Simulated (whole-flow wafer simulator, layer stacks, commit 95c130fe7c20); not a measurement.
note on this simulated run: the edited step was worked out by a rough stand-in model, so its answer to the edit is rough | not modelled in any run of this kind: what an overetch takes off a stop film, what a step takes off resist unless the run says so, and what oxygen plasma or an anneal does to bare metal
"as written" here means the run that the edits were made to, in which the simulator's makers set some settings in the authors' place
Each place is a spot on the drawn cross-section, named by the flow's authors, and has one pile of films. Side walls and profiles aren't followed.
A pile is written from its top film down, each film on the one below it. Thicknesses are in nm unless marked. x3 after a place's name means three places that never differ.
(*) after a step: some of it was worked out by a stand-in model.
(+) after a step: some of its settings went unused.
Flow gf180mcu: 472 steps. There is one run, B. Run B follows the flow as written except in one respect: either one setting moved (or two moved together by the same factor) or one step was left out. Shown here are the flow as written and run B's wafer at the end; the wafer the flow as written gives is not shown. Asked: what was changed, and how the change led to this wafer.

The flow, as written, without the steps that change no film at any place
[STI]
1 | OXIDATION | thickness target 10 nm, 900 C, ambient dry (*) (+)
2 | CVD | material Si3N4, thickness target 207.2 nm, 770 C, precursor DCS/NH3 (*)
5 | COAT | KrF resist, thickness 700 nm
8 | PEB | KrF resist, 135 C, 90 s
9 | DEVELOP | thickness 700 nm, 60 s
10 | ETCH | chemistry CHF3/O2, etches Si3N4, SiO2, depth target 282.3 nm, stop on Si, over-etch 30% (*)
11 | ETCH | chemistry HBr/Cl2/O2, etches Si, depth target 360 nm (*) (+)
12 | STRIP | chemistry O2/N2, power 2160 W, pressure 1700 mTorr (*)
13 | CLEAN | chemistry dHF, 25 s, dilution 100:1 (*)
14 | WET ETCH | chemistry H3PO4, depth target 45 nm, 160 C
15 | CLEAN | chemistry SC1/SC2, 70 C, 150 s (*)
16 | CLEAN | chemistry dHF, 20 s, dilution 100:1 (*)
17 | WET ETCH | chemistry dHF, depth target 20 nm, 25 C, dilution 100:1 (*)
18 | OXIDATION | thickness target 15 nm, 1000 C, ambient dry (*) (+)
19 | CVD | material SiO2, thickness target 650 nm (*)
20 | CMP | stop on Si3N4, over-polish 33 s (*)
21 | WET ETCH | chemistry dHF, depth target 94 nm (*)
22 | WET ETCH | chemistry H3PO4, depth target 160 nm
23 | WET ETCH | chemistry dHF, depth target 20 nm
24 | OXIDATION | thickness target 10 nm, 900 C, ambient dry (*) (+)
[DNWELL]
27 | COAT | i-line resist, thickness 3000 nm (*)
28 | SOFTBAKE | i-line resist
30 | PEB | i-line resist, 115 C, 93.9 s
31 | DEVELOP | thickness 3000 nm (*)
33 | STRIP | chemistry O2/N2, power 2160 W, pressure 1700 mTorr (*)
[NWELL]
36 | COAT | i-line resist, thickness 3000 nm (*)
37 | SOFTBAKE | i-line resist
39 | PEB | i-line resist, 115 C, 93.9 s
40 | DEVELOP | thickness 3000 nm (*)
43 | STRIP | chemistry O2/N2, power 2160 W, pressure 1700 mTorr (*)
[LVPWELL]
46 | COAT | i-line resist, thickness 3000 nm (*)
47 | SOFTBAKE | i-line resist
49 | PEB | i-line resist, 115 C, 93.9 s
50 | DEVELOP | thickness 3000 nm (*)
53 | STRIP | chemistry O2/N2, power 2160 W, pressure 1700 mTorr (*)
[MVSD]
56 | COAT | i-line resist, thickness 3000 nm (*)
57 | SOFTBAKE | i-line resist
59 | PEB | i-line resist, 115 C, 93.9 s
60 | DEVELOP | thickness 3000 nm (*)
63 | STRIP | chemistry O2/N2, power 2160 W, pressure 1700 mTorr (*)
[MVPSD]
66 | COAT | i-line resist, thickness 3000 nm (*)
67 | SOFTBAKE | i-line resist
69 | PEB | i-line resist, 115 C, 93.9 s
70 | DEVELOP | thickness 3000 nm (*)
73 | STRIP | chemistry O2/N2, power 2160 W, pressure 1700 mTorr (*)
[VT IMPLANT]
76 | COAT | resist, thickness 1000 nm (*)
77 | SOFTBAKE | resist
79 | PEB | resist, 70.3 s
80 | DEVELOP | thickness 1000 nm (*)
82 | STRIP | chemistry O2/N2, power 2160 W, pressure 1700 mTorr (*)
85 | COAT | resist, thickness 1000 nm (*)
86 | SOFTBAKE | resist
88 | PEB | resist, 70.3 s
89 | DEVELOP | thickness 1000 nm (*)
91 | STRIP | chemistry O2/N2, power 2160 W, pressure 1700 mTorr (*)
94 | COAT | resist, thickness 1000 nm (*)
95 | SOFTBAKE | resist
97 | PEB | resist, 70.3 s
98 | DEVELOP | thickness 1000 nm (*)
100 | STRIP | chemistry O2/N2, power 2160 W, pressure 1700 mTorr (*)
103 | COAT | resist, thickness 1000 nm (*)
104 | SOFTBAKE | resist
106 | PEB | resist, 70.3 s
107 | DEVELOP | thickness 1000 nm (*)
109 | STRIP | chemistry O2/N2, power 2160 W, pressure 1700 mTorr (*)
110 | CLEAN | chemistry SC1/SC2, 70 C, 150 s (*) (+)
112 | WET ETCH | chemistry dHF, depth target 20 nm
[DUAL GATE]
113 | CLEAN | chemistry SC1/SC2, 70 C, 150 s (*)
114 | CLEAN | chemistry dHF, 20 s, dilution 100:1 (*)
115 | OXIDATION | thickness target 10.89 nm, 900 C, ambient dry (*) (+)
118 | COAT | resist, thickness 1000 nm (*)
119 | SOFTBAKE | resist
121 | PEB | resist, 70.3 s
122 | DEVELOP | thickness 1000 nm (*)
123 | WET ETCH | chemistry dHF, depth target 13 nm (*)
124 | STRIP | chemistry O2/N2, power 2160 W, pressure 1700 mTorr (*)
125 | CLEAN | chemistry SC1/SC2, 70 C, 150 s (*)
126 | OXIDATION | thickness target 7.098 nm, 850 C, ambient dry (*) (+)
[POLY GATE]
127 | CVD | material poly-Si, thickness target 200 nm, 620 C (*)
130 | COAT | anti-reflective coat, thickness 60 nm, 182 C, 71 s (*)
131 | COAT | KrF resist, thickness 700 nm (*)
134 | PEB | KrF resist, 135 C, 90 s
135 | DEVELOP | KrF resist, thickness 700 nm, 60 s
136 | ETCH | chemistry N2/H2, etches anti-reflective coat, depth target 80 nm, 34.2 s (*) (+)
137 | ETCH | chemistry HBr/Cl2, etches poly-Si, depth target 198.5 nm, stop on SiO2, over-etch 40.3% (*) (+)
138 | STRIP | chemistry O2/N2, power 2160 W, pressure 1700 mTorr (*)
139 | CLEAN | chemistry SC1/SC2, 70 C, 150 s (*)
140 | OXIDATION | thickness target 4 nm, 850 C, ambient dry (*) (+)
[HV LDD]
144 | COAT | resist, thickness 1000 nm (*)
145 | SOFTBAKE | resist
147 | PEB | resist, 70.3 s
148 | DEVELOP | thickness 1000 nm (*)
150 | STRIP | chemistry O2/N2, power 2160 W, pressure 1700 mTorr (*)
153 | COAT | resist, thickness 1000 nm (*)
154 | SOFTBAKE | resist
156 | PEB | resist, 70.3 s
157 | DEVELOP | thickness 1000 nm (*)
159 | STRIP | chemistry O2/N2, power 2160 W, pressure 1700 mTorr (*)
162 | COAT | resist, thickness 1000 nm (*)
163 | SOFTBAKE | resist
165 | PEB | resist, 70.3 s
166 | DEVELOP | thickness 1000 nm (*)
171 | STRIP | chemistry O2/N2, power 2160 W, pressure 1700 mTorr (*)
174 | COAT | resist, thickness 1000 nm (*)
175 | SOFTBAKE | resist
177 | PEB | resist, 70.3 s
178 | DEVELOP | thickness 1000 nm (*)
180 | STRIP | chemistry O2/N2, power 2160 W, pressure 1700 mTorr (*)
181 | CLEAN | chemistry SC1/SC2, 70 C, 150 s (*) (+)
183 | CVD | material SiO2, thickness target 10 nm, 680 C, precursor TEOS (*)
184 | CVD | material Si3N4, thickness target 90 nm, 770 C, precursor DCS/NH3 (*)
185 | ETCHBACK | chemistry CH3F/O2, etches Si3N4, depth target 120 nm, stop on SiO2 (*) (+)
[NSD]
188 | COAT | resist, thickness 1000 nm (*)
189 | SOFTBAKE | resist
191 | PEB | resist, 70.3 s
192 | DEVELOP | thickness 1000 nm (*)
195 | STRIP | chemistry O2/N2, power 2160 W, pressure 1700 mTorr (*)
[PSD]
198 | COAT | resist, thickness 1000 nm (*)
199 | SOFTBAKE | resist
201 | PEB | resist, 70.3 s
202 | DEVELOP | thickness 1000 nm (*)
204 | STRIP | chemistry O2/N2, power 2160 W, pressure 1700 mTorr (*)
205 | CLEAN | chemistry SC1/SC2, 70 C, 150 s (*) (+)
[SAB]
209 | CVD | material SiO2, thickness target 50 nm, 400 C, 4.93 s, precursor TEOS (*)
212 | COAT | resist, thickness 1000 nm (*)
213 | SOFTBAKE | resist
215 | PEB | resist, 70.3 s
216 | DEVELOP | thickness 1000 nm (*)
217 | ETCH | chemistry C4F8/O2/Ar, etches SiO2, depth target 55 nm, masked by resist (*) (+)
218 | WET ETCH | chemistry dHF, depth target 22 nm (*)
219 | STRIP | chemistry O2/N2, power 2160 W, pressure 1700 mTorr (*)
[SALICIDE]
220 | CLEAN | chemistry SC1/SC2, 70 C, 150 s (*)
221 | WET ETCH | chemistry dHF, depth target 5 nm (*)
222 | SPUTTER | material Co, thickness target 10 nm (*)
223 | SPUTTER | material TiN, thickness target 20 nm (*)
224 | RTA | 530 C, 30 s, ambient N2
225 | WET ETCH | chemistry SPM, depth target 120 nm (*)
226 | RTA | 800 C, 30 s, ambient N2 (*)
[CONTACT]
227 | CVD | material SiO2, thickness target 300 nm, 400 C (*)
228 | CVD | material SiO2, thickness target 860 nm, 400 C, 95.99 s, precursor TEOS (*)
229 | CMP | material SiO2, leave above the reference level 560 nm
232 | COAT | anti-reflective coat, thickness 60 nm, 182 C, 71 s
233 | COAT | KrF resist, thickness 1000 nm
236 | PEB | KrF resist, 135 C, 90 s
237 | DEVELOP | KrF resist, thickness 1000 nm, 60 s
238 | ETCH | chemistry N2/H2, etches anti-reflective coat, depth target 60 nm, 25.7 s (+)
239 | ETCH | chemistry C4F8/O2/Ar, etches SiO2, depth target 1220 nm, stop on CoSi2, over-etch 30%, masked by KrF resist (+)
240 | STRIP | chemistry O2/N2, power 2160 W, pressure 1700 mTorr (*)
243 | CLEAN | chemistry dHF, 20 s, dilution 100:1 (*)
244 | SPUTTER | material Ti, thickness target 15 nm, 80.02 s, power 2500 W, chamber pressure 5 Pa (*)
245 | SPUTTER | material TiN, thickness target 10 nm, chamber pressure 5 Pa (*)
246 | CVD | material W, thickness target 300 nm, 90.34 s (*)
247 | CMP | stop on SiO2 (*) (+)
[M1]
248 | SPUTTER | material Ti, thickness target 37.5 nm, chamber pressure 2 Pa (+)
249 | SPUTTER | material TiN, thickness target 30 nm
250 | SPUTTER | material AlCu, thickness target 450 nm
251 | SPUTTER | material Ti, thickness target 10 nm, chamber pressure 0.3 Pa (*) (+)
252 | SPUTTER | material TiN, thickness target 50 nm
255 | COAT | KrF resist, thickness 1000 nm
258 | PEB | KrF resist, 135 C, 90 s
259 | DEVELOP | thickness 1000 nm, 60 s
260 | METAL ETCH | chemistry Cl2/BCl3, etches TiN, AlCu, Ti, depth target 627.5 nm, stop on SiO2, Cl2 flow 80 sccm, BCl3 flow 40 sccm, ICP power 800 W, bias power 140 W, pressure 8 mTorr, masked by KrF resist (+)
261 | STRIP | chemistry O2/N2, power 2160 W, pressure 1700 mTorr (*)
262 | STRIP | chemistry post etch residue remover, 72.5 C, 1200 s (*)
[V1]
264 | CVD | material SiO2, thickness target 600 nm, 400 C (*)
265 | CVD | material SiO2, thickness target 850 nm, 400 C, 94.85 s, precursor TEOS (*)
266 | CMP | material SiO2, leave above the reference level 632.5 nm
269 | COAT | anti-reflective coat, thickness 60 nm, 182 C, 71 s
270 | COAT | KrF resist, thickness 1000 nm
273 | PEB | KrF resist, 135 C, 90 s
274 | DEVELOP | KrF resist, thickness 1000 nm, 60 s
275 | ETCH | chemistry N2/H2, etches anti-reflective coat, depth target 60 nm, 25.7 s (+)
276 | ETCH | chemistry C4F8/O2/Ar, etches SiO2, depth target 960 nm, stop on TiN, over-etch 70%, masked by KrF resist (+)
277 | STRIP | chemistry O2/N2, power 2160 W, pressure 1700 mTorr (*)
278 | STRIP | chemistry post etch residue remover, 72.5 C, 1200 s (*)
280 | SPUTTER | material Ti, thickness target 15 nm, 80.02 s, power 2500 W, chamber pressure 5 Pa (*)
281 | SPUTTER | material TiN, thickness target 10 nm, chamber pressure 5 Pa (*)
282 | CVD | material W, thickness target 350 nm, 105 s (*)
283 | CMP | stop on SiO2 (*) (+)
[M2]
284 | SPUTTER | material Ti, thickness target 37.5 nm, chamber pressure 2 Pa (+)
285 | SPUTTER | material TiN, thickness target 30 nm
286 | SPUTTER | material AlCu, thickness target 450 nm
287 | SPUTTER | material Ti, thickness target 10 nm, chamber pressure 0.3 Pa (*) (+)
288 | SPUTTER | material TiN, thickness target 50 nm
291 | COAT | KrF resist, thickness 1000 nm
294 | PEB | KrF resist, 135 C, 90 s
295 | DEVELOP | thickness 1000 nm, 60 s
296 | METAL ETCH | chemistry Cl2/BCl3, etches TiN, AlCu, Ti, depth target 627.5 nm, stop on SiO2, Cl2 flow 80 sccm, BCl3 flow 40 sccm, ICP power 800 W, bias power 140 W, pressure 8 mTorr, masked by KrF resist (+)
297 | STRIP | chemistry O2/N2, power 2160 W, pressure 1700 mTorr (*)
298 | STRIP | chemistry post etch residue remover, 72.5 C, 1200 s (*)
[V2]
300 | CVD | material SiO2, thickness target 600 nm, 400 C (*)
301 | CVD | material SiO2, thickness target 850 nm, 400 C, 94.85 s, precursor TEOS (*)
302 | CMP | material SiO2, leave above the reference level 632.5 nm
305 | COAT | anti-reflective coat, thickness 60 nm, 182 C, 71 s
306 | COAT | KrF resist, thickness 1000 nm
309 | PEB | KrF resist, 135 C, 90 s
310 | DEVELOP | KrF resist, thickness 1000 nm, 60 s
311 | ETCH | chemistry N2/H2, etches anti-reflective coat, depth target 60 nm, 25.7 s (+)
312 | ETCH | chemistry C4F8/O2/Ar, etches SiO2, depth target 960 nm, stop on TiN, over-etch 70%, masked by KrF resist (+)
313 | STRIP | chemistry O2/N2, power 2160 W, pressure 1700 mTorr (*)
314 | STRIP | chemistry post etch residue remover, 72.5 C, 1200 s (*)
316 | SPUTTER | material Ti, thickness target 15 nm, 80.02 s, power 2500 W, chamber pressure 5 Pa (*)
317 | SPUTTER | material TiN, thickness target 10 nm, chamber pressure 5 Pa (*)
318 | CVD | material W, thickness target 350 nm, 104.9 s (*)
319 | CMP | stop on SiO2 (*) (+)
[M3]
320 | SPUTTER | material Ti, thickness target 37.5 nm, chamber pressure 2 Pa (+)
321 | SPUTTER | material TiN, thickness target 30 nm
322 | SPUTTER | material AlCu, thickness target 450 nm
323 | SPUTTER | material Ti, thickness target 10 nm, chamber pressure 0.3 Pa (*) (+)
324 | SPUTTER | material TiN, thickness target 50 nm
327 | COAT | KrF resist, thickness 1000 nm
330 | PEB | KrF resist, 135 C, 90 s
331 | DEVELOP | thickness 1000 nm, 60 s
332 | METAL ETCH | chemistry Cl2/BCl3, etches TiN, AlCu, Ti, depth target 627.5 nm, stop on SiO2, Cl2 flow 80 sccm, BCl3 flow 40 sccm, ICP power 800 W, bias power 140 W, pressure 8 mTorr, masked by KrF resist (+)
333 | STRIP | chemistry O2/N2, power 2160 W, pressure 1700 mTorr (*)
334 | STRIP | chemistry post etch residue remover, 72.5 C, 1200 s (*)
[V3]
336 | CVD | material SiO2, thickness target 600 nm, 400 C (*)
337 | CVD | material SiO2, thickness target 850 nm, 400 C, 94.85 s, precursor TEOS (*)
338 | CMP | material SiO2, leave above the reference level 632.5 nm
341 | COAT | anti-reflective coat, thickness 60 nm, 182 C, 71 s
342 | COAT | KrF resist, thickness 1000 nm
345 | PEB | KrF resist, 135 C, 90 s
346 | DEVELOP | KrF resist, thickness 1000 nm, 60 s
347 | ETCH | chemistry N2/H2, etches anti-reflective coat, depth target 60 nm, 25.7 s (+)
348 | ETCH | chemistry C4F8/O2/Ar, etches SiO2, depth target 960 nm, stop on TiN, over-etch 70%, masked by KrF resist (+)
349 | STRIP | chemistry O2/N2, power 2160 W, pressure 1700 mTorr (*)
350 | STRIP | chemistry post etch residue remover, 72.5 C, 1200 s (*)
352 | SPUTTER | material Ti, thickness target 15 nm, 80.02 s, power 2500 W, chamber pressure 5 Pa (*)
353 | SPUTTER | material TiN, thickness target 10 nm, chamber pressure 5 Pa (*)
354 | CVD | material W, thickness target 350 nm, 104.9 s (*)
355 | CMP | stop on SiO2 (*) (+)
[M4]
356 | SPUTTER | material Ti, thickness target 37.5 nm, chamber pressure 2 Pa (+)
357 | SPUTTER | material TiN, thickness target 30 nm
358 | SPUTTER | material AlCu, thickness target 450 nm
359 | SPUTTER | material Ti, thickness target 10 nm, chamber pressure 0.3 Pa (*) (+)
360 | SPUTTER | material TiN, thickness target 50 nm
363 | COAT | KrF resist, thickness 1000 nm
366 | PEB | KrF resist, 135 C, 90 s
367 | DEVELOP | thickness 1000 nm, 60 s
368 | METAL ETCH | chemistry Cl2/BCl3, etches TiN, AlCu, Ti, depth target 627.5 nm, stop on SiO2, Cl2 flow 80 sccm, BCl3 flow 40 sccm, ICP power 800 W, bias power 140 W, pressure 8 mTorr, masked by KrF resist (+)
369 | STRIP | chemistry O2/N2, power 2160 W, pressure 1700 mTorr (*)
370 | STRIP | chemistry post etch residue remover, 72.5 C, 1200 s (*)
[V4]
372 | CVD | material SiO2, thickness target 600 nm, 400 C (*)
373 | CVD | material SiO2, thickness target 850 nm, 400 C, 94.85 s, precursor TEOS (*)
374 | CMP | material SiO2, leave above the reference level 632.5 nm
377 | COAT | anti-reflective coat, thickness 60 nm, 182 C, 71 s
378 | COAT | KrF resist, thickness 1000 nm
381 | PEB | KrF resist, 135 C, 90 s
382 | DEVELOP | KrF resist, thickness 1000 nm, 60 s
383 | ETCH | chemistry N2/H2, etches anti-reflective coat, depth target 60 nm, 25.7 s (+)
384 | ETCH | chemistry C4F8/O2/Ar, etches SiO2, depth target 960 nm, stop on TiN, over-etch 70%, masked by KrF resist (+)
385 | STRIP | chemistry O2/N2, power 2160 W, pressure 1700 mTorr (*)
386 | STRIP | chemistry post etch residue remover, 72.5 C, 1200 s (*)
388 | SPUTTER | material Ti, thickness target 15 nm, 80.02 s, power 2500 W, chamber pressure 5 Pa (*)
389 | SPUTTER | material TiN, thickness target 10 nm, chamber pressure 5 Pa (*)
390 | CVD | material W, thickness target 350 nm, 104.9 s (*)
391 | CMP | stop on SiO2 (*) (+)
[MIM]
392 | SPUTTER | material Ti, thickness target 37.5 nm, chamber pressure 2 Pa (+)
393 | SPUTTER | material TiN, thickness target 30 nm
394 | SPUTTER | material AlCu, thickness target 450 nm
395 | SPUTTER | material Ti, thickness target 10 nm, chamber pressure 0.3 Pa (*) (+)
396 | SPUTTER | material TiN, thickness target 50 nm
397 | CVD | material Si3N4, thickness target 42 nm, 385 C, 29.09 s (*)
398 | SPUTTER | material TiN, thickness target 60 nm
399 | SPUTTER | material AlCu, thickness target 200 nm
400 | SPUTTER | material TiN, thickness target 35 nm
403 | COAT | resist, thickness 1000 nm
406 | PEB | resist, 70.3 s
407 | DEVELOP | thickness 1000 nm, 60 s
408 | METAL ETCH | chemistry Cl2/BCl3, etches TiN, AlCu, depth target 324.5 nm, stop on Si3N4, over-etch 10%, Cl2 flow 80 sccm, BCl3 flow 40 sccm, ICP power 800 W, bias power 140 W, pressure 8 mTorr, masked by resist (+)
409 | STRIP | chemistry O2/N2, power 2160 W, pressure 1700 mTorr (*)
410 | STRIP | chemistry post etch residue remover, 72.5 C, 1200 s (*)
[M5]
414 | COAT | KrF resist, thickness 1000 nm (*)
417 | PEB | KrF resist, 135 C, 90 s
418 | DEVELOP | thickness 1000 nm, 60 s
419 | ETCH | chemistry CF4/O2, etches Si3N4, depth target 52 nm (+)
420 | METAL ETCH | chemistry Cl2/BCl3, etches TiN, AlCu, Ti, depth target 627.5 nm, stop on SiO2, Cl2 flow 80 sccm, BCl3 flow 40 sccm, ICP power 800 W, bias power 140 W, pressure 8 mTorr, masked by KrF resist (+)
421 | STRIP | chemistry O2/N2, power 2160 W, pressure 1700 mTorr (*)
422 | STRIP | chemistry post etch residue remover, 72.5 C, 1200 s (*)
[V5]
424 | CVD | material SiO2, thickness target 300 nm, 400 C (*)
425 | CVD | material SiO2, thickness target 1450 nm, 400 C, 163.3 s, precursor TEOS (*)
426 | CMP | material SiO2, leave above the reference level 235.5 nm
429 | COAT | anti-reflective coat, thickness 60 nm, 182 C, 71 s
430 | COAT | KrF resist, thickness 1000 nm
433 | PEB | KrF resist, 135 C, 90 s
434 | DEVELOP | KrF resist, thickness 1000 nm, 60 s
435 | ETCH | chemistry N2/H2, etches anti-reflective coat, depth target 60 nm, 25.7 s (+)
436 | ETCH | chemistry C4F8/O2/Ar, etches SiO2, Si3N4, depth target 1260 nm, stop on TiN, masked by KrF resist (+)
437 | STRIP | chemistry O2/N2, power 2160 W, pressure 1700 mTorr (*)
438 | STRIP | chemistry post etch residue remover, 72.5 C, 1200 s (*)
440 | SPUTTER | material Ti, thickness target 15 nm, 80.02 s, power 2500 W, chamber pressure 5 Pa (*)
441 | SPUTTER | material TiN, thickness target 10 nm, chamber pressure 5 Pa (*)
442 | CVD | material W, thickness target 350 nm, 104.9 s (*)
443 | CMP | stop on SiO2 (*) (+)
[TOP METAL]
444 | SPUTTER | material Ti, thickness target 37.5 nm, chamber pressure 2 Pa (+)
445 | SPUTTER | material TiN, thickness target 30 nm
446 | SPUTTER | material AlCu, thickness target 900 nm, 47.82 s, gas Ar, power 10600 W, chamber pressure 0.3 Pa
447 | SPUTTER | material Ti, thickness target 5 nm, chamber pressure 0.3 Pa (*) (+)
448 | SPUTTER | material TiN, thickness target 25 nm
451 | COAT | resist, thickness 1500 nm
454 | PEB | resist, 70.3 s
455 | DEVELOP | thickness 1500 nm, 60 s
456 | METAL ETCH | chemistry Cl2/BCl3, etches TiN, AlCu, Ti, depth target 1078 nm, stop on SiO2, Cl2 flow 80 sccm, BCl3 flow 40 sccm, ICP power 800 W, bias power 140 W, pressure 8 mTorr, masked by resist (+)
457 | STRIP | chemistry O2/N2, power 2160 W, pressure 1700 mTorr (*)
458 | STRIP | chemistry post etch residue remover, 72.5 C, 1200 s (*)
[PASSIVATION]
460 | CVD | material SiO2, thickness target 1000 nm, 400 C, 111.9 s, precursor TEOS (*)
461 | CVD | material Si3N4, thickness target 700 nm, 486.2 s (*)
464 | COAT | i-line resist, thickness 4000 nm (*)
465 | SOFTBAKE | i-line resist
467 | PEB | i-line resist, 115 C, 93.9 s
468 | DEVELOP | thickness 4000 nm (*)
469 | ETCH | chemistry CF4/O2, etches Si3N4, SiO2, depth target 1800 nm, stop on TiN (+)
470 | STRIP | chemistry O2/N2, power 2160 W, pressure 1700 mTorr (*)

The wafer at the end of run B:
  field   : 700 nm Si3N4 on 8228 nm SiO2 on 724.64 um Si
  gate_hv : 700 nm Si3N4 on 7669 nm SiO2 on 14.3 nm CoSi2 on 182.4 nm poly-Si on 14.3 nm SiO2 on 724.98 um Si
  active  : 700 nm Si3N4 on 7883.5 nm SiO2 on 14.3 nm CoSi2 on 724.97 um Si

The reason: step 222, SPUTTER: thickness target 4.1 nm was run, though the flow has thickness target 10 nm.

Step by step, how the change led to this:
  222 | SPUTTER | material Co, thickness target 10 nm (*)
      field, field__w7, field__w8 and 71 more: Co gains 4.1 (new film) (as written it would have been: Co gains 10 (new film))
      field__w6, field_sub, field_sub__w2: Co gains 4.08 (new film) (as written it would have been: Co gains 9.95 (new film))
      (and at 34 other places as well)
  224 | RTA | 530 C, 30 s, ambient N2
      gate, gate_hv, gate_p and 22 more: under 1 film: CoSi gains 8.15 (new film), Co loses 4.1 (all of it), poly-Si loses 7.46 (as written it would have been: under 1 film: CoSi gains 19.9 (new film), Co loses 10 (all of it), poly-Si loses 18.2)
      active, p_well, sd_n and 11 more: under 1 film: CoSi gains 8.15 (new film), Co loses 4.1 (all of it), Si loses 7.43 (as written it would have been: under 1 film: CoSi gains 19.9 (new film), Co loses 10 (all of it), Si loses 18.1)
      (and at 10 other places as well)
  225 | WET ETCH | chemistry SPM, depth target 120 nm (*)
      field, field__w7, field__w8 and 32 more: TiN loses 20 (all of it), Co loses 4.1 (all of it) (as written it would have been: TiN loses 20 (all of it), Co loses 10 (all of it))
      field_sub, field_sub__w2: TiN loses 19.9 (all of it), Co loses 4.08 (all of it) (as written it would have been: TiN loses 19.9 (all of it), Co loses 9.95 (all of it))
      (and at 25 other places as well)
  226 | RTA | 800 C, 30 s, ambient N2 (*)
      gate, gate_hv, gate_p and 22 more: CoSi2 gains 14.3 (new film), CoSi loses 8.15 (all of it), poly-Si loses 7.46 (as written it would have been: CoSi2 gains 35 (new film), CoSi loses 19.9 (all of it), poly-Si loses 18.2)
      active, p_well, sd_n and 11 more: CoSi2 gains 14.3 (new film), CoSi loses 8.15 (all of it), Si loses 7.43 (as written it would have been: CoSi2 gains 35 (new film), CoSi loses 19.9 (all of it), Si loses 18.1)
      (and at 10 other places as well)
